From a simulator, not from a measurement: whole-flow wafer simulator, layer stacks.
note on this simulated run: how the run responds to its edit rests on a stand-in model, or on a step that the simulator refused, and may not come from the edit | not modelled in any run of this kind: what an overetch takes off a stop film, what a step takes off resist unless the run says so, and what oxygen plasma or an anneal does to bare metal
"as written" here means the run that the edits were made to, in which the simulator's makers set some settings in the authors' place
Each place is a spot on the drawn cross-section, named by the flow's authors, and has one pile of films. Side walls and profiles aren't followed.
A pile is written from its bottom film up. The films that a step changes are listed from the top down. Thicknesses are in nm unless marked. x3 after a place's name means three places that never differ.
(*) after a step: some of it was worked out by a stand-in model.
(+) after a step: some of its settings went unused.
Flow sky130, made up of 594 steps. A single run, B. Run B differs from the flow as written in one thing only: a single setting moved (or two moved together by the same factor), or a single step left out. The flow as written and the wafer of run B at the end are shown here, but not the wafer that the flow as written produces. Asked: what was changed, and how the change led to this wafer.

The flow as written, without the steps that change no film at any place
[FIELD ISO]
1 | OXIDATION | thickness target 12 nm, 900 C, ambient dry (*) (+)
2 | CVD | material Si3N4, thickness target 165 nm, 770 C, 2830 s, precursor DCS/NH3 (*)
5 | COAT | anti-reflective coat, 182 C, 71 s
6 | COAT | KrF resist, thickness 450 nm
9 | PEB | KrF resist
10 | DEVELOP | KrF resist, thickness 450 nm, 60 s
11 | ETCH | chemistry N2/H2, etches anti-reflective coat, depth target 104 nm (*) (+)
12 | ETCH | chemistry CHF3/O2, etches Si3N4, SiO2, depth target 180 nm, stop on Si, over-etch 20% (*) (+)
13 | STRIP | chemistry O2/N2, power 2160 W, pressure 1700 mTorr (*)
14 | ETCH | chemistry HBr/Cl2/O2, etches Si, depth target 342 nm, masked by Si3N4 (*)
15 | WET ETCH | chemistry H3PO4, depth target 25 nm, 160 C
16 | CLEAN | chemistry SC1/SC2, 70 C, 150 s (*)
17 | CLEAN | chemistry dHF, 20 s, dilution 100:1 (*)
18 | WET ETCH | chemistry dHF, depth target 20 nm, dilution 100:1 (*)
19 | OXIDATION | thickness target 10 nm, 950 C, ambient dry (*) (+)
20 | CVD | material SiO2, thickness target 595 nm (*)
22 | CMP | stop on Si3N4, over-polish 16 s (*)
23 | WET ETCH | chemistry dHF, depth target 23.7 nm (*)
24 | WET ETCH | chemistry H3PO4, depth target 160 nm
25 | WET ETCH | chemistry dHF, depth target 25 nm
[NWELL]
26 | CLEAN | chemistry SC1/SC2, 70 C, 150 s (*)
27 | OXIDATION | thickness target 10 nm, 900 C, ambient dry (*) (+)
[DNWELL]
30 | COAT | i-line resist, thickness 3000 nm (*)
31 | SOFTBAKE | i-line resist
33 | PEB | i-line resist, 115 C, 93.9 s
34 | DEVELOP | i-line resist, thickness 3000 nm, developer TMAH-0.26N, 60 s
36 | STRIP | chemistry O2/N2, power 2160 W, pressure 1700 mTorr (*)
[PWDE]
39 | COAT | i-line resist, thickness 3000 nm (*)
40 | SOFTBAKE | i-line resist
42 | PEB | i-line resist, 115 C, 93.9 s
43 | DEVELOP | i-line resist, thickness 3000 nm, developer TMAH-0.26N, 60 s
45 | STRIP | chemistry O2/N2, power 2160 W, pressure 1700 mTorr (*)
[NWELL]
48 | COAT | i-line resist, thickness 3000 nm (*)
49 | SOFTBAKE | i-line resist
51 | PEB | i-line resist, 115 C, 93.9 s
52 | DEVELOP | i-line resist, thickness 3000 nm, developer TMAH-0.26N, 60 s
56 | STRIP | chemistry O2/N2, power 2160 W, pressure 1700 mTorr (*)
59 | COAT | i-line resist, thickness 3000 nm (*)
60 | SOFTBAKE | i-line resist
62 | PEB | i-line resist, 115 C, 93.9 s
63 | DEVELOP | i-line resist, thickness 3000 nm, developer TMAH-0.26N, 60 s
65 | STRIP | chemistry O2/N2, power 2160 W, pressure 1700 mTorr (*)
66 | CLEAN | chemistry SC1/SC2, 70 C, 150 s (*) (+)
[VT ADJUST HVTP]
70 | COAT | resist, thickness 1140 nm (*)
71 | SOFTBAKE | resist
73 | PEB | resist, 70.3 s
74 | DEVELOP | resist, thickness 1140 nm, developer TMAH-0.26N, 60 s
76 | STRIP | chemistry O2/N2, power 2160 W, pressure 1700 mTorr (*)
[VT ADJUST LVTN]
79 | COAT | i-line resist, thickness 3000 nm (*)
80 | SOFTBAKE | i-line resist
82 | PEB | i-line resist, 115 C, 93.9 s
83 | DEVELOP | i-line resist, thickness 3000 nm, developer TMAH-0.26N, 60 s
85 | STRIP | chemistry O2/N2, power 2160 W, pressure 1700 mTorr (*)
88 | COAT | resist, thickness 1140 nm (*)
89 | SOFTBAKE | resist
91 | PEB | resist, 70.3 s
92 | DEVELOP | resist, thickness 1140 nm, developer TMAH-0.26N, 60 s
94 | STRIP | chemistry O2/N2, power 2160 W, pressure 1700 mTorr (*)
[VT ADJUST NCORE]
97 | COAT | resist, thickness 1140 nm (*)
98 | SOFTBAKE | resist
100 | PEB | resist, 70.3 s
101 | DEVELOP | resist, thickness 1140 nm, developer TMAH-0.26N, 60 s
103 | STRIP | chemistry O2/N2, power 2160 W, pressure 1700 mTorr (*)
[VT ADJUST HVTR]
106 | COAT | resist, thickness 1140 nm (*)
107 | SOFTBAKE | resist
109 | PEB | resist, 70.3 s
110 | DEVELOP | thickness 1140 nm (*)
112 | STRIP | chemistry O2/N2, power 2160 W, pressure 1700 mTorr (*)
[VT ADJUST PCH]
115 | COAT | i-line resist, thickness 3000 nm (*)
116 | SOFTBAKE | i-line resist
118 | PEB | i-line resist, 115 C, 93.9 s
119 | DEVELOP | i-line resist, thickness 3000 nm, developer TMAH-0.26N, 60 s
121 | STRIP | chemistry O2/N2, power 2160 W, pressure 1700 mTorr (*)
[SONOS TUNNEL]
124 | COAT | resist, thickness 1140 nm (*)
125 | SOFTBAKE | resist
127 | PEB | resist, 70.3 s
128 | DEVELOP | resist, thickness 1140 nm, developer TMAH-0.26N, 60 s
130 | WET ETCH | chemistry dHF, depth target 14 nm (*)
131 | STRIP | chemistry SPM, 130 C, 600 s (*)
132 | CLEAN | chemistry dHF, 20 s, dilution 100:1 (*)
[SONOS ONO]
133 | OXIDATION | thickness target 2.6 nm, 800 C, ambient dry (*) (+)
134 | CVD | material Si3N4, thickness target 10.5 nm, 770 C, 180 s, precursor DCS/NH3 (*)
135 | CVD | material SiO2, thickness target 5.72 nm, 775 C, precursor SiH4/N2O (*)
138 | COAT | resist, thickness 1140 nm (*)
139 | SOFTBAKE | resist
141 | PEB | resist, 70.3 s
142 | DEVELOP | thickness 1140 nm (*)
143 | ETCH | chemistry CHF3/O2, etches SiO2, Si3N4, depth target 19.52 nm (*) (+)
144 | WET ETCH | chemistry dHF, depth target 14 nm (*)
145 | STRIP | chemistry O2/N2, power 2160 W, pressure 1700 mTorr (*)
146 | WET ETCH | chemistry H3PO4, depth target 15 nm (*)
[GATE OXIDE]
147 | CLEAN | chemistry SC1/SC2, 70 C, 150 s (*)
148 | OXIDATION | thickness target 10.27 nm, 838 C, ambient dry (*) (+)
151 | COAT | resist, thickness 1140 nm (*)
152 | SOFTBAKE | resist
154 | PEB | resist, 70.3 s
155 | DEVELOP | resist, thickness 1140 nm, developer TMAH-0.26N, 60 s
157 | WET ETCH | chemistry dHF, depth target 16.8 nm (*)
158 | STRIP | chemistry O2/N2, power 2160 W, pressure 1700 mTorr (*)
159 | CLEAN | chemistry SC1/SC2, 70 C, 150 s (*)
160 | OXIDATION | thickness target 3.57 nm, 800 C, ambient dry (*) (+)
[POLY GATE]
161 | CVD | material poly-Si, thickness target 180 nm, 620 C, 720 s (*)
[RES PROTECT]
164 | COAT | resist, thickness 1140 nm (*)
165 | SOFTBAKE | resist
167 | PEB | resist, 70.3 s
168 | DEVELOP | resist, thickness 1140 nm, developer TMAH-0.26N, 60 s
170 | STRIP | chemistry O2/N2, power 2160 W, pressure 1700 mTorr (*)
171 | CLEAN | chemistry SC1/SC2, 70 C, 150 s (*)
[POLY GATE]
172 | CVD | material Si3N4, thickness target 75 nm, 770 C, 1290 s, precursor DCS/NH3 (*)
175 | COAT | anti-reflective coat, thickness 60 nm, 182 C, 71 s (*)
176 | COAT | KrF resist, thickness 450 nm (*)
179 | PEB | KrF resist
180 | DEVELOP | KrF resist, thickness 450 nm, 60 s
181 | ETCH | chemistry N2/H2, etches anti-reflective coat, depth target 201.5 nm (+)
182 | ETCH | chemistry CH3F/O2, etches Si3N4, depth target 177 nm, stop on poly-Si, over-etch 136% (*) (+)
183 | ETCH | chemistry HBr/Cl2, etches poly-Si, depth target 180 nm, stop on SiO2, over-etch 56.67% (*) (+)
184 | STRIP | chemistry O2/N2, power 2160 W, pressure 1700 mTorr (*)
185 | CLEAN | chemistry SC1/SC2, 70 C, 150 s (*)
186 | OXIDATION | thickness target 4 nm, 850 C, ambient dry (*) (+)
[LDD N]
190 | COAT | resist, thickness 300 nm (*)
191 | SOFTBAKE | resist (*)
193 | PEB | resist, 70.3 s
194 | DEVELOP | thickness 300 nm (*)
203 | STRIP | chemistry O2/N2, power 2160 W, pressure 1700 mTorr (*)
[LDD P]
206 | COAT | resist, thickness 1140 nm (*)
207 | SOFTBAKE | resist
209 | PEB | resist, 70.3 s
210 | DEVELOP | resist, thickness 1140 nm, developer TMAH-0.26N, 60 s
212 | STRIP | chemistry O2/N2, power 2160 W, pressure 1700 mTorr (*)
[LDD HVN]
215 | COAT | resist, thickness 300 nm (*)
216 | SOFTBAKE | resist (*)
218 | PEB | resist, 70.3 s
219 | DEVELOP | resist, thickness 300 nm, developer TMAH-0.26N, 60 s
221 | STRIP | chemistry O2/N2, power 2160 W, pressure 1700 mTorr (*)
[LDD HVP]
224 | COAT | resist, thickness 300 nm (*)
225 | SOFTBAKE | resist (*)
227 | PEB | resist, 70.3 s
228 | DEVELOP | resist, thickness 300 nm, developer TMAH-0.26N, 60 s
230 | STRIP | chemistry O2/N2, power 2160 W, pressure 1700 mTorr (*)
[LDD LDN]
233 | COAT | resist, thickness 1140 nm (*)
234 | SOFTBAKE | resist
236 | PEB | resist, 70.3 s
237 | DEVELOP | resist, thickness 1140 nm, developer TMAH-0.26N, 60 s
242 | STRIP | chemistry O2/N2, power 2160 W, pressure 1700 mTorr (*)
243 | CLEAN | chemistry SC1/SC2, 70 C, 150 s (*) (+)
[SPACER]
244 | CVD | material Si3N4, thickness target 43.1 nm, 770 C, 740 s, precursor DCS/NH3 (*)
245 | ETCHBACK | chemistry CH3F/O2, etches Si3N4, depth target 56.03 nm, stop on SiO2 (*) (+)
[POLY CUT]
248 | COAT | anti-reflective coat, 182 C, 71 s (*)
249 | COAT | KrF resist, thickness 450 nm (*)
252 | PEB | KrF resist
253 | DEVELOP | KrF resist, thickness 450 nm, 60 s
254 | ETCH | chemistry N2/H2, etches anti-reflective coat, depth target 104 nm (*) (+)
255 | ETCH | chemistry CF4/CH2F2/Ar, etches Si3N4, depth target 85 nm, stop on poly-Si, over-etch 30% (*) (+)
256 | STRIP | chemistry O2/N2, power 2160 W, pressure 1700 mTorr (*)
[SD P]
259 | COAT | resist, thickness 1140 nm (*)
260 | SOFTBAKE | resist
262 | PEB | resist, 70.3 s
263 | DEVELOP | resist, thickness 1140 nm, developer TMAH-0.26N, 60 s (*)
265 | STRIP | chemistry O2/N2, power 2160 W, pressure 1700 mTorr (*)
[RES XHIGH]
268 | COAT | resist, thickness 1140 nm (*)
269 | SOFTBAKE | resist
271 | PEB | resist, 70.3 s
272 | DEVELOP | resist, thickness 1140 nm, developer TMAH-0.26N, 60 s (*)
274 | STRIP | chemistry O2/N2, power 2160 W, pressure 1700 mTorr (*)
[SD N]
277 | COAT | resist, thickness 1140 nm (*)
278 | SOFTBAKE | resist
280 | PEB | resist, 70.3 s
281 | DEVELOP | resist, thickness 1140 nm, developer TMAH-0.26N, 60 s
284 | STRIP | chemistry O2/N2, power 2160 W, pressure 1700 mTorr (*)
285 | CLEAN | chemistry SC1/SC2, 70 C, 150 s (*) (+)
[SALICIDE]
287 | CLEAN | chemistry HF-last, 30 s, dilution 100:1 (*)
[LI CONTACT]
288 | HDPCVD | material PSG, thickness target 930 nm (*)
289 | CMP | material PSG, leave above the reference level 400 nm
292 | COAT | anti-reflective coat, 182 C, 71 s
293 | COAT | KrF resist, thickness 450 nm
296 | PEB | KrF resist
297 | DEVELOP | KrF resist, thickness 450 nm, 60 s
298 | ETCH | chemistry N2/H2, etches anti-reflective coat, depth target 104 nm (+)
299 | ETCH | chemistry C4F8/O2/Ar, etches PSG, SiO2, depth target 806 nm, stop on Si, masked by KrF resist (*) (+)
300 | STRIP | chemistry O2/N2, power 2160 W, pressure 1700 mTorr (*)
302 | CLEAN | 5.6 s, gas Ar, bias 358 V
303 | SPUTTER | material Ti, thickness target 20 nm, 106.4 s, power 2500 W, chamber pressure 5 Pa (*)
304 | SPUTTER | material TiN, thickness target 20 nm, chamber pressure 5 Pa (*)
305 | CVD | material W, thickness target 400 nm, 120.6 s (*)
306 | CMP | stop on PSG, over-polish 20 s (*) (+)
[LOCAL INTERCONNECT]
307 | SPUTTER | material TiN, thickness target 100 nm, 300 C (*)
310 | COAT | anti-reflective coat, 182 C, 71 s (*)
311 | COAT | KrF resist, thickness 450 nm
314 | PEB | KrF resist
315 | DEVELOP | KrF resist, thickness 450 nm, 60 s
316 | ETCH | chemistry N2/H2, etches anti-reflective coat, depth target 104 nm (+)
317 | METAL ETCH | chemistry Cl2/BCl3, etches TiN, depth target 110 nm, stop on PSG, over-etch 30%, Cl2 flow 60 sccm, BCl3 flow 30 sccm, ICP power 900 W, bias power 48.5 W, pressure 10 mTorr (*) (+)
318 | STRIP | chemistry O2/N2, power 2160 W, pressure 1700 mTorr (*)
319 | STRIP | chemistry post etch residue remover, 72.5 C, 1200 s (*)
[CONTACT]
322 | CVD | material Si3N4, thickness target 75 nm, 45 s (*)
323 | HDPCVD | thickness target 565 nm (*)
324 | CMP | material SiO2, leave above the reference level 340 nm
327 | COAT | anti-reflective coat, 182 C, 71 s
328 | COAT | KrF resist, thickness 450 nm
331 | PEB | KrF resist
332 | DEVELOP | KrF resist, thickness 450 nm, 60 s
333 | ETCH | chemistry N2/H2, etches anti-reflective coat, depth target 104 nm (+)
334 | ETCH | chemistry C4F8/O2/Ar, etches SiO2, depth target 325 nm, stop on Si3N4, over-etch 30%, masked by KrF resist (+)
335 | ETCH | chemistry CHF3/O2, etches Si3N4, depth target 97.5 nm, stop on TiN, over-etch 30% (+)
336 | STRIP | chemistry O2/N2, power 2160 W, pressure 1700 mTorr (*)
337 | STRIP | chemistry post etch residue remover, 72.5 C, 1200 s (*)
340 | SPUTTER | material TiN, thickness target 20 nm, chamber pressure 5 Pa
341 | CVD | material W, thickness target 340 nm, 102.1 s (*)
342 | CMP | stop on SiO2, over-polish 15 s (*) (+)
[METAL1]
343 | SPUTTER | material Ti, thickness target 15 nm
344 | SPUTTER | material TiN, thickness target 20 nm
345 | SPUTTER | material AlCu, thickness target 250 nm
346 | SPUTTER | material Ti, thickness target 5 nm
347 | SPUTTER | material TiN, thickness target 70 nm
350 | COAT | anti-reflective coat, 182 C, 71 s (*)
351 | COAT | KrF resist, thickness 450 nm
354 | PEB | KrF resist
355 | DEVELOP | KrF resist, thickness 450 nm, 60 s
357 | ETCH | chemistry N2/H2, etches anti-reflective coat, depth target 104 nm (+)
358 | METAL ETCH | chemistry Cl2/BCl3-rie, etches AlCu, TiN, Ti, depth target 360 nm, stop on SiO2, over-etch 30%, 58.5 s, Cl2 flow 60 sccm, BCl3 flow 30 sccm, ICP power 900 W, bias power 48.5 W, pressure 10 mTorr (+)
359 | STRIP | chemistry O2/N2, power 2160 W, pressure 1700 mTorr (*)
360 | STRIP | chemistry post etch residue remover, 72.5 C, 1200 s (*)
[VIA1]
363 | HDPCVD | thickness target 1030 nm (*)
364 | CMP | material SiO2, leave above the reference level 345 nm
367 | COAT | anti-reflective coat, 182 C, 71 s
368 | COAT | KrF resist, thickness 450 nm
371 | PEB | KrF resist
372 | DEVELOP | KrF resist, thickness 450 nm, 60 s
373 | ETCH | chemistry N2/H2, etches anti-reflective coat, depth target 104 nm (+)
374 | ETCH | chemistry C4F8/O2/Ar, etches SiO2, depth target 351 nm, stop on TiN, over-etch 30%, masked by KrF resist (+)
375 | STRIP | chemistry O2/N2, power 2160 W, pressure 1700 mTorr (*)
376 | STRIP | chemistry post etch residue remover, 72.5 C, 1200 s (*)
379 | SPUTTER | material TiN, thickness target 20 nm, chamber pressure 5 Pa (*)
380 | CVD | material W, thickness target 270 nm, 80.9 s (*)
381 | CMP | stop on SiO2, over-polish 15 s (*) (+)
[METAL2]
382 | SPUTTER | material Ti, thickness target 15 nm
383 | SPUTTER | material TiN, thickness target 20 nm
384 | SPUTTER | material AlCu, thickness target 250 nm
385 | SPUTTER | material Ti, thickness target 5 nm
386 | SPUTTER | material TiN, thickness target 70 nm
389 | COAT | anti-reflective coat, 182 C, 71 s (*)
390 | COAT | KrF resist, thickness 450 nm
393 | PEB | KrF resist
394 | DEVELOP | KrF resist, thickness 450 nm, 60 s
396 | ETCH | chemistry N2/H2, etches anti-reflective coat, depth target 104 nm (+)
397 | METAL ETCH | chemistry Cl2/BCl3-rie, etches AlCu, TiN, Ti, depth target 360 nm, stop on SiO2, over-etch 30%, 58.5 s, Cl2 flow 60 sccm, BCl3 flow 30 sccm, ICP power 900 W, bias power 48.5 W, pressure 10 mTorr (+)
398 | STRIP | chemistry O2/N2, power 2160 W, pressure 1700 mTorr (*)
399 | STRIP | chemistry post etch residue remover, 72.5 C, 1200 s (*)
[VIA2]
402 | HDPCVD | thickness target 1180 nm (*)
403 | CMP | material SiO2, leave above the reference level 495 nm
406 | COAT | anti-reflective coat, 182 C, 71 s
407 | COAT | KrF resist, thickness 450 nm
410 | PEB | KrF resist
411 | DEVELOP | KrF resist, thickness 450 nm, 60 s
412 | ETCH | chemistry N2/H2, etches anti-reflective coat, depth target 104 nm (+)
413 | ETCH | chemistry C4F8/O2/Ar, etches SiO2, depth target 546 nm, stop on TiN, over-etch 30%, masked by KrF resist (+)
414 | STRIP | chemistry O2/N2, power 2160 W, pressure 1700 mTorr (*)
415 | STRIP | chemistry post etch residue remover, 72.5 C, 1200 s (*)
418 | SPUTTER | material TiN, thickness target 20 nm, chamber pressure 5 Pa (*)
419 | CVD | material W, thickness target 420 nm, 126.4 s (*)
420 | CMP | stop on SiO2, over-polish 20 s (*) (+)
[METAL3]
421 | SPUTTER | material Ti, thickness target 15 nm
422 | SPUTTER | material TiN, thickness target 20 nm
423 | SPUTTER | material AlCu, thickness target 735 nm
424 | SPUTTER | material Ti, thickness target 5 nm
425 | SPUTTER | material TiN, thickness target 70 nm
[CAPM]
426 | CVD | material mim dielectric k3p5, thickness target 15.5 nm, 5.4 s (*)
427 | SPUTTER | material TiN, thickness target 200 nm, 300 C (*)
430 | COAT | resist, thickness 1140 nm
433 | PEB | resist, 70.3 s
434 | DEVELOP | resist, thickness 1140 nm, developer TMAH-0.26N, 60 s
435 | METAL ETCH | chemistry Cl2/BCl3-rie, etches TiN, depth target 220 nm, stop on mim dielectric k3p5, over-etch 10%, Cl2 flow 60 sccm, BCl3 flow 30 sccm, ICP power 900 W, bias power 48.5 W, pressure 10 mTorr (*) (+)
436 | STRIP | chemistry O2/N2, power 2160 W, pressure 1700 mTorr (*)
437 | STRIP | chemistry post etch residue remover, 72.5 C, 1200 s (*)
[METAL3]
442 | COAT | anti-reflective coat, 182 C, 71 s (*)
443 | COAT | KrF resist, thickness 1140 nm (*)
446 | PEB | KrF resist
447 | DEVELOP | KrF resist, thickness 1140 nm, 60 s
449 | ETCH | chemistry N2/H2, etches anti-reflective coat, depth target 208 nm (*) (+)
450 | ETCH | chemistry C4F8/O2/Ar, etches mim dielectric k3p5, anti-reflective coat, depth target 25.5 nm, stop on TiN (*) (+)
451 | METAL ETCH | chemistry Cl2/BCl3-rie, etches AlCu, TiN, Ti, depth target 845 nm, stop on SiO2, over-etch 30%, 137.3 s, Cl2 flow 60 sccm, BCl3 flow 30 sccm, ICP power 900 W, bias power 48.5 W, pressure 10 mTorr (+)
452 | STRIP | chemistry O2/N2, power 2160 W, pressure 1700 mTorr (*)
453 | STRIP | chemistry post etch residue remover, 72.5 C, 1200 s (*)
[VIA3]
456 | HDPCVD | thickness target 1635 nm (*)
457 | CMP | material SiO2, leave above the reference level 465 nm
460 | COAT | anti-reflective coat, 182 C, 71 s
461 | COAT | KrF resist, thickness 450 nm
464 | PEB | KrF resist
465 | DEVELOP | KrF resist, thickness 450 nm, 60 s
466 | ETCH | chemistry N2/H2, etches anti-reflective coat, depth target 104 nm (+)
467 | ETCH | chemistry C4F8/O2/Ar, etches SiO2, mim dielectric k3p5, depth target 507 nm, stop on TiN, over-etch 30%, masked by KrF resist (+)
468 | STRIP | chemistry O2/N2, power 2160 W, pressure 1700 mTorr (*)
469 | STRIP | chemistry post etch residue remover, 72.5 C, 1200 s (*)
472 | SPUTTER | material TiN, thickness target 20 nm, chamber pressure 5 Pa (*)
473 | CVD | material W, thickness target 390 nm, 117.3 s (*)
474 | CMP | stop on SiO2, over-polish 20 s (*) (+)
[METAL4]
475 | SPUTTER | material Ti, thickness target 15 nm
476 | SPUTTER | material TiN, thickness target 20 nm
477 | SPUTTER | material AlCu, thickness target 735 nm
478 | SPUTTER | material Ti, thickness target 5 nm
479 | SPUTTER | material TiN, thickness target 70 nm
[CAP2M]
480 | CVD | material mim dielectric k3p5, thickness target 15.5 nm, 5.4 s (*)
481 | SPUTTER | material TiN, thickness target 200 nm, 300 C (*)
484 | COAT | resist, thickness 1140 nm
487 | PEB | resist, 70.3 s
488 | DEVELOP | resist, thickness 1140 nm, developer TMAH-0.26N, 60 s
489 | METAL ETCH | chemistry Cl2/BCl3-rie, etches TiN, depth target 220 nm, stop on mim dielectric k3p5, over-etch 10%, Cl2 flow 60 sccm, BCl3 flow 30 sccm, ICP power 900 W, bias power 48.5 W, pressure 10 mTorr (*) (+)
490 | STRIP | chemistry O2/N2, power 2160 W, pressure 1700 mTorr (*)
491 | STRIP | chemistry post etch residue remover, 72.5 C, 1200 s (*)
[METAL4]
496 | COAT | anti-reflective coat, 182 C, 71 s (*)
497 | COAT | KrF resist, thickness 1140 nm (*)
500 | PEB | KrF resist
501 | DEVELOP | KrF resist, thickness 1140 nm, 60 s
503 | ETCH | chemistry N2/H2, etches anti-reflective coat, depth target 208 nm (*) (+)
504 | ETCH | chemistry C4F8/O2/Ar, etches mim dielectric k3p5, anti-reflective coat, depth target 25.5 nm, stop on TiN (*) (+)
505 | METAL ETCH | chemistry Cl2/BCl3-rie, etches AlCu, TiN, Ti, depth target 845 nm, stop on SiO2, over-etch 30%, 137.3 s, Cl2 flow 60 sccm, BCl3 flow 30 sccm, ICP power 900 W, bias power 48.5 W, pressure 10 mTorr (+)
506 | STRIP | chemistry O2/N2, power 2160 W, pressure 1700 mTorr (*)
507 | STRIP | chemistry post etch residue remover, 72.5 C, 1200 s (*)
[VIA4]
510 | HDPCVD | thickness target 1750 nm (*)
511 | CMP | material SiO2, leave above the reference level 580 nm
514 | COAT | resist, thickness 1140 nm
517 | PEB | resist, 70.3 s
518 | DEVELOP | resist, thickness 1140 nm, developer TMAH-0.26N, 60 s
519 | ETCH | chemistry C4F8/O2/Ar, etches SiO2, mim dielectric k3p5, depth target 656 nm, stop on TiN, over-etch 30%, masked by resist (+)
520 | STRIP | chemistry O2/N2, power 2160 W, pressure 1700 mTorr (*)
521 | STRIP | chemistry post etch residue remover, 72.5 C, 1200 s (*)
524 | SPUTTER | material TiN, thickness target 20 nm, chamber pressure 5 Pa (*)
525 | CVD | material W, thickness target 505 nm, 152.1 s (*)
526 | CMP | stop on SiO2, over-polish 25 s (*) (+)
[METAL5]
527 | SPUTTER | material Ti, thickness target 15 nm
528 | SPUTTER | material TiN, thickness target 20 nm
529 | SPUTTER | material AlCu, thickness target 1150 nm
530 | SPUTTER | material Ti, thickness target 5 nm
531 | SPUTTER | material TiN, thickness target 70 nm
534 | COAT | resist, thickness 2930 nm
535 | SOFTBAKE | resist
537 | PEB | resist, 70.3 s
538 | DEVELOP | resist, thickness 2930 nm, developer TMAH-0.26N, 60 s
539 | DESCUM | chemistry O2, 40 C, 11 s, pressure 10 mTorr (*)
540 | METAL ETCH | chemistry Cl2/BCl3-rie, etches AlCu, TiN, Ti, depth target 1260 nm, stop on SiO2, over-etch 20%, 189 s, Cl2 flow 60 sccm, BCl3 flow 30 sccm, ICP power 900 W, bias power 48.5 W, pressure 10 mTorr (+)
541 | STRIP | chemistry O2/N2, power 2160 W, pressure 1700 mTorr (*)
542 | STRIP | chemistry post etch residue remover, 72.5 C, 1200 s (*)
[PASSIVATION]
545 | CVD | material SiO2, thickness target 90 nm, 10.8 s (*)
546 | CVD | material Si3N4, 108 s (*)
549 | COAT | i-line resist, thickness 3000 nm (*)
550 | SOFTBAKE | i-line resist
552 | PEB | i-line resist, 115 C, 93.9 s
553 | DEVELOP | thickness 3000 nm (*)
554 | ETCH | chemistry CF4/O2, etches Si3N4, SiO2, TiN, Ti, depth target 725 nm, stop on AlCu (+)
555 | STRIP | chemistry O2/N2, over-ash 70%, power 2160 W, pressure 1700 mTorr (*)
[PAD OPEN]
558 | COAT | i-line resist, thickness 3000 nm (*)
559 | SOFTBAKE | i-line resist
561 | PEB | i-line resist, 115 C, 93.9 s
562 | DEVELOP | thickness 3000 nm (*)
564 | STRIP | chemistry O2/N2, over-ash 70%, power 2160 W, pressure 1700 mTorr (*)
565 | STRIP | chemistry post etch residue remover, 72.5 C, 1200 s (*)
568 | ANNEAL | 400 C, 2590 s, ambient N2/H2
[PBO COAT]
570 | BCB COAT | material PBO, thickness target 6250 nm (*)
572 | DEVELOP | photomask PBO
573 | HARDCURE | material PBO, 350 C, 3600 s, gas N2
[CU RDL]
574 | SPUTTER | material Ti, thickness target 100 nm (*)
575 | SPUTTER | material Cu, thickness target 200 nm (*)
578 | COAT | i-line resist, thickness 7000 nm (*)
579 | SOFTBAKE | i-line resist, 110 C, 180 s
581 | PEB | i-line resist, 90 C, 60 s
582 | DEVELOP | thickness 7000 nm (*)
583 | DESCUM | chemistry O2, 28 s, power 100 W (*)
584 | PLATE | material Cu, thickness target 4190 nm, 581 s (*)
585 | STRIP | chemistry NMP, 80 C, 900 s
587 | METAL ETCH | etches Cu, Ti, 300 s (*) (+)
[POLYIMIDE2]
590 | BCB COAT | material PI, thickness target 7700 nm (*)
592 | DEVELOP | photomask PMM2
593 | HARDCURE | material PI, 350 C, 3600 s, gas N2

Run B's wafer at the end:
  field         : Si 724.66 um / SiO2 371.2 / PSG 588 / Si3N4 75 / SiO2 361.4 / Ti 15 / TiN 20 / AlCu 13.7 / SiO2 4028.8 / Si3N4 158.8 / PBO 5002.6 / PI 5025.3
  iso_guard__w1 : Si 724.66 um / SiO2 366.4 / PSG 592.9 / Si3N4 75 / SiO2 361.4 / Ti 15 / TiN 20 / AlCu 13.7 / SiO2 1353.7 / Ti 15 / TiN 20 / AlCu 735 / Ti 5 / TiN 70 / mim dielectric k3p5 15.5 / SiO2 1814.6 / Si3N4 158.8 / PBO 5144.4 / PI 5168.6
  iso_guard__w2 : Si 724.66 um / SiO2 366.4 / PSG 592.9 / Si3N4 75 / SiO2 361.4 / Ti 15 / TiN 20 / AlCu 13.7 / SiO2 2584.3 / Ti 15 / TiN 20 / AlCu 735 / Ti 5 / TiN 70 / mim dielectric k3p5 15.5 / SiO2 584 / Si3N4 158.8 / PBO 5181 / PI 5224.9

What caused this: step 358, METAL ETCH: depth target 234 nm was run, while the flow as written has depth target 360 nm; step 358, METAL ETCH: 38 s was run, where the flow has 58.5 s.

How this came from the change, step by step:
  358 | METAL ETCH | chemistry Cl2/BCl3-rie, etches AlCu, TiN, Ti, depth target 360 nm, stop on SiO2, over-etch 30%, 58.5 s, Cl2 flow 60 sccm, BCl3 flow 30 sccm, ICP power 900 W, bias power 48.5 W, pressure 10 mTorr (+)
      field, active, gate and 81 more: -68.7 TiN (all of it), -5 Ti (all of it), -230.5 AlCu (it would be, as written: -68.7 TiN (all of it), -5 Ti (all of it), -250 AlCu (all of it), -20 TiN (all of it), -15 Ti (all of it), -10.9 SiO2)
      n_well, p_well, gate_hv and 104 more: -152.1 KrF resist (it would be, as written: -234 KrF resist)
  359 | STRIP | chemistry O2/N2, power 2160 W, pressure 1700 mTorr (*)
      n_well, p_well, gate_hv and 100 more: -225.7 KrF resist (all of it), -80 anti-reflective coat (all of it) (it would be, as written: -143.8 KrF resist (all of it), -80 anti-reflective coat (all of it))
      poly_licon, ndiff_licon, ndiff_licon_cpp, rpo_hd_licon: -225.8 KrF resist (all of it), -80.5 anti-reflective coat (all of it) (it would be, as written: -143.9 KrF resist (all of it), -80.5 anti-reflective coat (all of it))
  360 | STRIP | chemistry post etch residue remover, 72.5 C, 1200 s (*)
      field, active, gate and 81 more: -5.72 AlCu (it would be, as written: nothing)
  363 | HDPCVD | thickness target 1030 nm (*)
      field, active, gate and 81 more: +1030 SiO2 (new film) (it would be, as written: +1030 SiO2)
  364 | CMP | material SiO2, leave above the reference level 345 nm
      field, active, gate and 81 more: -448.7 SiO2 (it would be, as written: -389.1 SiO2)
With metal films that touch counted as one body, field has 1 body; the flow as written gives 0 bodies.
With metal films that touch counted as one body, iso_guard__w1 has 2 bodies (between them, from the top down: SiO2 1353.7); the flow as written gives 1 body.
With metal films that touch counted as one body, iso_guard__w2 has 2 bodies (between them, from the top down: SiO2 2584.3); the flow as written gives 1 body.
